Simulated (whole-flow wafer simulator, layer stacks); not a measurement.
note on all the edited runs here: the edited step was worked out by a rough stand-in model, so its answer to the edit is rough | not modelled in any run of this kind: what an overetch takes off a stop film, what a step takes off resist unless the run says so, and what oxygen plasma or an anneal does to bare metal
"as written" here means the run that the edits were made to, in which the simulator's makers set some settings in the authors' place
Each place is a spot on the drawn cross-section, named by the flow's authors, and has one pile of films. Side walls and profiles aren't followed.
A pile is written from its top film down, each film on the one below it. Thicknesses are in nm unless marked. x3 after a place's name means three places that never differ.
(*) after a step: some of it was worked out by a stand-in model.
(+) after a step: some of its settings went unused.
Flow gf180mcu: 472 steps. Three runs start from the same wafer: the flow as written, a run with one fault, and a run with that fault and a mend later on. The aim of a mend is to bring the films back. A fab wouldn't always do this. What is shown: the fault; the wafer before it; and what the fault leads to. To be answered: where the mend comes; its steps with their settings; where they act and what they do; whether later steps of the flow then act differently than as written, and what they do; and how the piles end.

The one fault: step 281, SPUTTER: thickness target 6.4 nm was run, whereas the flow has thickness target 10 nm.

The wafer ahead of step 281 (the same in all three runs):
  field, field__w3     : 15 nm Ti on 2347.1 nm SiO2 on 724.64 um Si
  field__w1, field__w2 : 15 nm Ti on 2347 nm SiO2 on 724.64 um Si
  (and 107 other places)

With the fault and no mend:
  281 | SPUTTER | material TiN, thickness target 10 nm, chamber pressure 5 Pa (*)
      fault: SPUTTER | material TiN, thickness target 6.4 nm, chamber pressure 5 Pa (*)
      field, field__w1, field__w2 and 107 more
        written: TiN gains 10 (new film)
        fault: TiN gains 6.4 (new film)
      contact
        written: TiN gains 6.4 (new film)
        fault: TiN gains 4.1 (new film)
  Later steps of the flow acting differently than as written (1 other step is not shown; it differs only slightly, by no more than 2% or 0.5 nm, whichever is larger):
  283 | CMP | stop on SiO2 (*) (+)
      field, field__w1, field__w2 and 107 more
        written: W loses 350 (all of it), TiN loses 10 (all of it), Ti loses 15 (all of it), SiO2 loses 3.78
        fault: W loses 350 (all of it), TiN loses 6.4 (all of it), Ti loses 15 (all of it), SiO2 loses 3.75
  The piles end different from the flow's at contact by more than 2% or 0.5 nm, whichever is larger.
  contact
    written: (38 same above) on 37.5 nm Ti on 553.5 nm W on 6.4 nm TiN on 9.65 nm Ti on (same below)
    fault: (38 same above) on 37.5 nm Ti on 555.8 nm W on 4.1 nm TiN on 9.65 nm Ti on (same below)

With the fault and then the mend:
  The mend stands after step 281.
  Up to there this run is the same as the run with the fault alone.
  281a | SPUTTER | material TiN, thickness target 3.6 nm, chamber pressure 5 Pa (*) (a further turn of the flow's step 281, with different settings)
      field, field__w1, field__w2 and 107 more
        TiN gains 3.6
      contact
        TiN gains 2.3
  Later steps of the flow that are run all act as written at every place that is followed.
  The piles end the same as the flow's at every place that both follow.
